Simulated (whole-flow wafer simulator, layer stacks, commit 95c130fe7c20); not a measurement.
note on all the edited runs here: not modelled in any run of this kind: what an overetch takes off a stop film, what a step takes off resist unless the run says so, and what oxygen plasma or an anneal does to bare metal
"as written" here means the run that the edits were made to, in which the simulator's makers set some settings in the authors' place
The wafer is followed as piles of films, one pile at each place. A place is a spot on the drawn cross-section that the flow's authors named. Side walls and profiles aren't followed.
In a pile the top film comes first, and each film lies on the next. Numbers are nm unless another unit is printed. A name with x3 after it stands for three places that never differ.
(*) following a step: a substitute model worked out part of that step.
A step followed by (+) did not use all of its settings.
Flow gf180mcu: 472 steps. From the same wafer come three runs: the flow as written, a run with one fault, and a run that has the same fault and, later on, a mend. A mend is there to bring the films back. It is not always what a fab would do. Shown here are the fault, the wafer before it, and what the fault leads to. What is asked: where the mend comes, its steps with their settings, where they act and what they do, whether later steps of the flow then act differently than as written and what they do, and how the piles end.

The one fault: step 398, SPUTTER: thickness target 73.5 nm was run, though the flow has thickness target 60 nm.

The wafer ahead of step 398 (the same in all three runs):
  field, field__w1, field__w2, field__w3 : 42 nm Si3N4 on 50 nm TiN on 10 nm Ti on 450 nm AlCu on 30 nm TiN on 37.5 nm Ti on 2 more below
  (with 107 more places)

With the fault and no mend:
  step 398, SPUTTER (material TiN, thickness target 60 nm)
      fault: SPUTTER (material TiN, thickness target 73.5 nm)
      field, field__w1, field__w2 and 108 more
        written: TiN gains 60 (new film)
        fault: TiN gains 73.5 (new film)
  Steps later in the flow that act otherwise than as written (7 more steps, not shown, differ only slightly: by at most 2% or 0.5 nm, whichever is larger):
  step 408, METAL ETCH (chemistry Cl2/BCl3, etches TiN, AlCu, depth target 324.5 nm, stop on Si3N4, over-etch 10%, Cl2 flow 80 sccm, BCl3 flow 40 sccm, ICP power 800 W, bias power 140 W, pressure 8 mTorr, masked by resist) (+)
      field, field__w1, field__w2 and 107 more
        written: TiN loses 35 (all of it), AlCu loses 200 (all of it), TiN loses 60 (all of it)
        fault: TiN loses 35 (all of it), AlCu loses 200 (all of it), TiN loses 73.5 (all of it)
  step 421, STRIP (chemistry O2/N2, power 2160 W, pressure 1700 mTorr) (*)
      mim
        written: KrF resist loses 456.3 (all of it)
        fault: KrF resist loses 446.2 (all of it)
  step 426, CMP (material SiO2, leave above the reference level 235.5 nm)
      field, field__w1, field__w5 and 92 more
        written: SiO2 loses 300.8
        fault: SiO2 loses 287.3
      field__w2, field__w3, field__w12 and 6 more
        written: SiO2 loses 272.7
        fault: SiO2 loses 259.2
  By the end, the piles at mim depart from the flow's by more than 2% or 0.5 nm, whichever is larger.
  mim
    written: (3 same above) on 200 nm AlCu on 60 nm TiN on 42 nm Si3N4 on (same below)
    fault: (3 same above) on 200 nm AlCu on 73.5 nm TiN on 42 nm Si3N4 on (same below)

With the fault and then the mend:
  After step 398 comes the mend.
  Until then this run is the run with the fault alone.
  step 398a, METAL ETCH (chemistry Cl2/BCl3, etches TiN, AlCu, Ti, depth target 13.5 nm, Cl2 flow 80 sccm, BCl3 flow 40 sccm, ICP power 800 W, bias power 140 W, pressure 8 mTorr) (a further turn of the flow's step 260, with different settings)
      field, field__w1, field__w2 and 108 more
        TiN loses 13.5
  Every later step of the flow that is run acts as written at every place that is followed.
  The piles end the same as the flow's at every place that both follow.
